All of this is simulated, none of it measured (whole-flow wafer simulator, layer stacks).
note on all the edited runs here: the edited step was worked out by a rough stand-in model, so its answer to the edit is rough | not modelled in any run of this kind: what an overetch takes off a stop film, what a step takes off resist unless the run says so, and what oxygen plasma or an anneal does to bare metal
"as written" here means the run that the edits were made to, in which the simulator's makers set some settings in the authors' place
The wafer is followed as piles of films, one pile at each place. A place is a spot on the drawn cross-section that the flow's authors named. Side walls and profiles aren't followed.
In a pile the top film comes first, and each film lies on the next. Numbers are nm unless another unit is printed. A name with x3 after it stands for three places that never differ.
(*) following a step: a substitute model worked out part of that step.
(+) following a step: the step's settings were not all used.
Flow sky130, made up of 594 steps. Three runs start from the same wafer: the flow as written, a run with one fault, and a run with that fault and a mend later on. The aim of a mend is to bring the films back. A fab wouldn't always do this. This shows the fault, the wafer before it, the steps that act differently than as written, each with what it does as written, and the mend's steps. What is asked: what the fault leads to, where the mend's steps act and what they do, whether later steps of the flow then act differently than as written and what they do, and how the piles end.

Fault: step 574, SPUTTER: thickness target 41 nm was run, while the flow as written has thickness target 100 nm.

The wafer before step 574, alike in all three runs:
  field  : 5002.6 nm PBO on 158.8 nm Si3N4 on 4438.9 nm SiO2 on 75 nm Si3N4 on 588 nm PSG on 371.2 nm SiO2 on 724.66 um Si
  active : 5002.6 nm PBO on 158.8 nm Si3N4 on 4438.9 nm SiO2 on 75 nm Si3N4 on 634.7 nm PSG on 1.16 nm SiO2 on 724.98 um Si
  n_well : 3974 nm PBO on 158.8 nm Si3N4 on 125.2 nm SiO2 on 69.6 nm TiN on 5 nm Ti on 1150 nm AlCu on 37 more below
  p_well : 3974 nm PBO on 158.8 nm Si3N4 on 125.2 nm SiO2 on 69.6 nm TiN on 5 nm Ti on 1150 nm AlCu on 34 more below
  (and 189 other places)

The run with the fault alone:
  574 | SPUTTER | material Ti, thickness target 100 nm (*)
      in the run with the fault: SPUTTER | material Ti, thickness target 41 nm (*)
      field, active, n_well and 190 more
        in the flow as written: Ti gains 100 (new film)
        in the run with the fault: Ti gains 41 (new film)
  Steps later in the flow that act otherwise than as written (not shown: 7 more steps that differ only slightly, by at most 2% or 0.5 nm, whichever is larger):
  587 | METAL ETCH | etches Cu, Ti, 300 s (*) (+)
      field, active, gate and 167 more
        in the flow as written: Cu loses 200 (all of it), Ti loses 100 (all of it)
        in the run with the fault: Cu loses 200 (all of it), Ti loses 41 (all of it)
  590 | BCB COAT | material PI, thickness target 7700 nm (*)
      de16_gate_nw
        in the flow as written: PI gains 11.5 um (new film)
        in the run with the fault: PI gains 11.45 um (new film)
  The piles end different from the flow's at n_well, p_well, sd_n and 20 more by more than 2% or 0.5 nm, whichever is larger.
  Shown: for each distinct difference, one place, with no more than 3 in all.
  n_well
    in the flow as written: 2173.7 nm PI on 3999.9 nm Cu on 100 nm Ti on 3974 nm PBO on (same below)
    in the run with the fault: 2212 nm PI on 3999.9 nm Cu on 41 nm Ti on 3974 nm PBO on (same below)
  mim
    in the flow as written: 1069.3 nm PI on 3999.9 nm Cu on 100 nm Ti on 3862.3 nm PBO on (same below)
    in the run with the fault: 1124.5 nm PI on 3999.9 nm Cu on 41 nm Ti on 3862.3 nm PBO on (same below)
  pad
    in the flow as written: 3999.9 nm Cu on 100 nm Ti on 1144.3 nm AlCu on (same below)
    in the run with the fault: 3999.9 nm Cu on 41 nm Ti on 1144.3 nm AlCu on (same below)

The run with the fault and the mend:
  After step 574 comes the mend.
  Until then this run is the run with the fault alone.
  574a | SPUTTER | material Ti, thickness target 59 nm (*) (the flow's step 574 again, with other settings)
      field, active, n_well and 190 more
        Ti gains 59
  Every later step of the flow that is run acts as written at every place that is followed.
  By the end, the piles equal the flow's at every place that both follow.
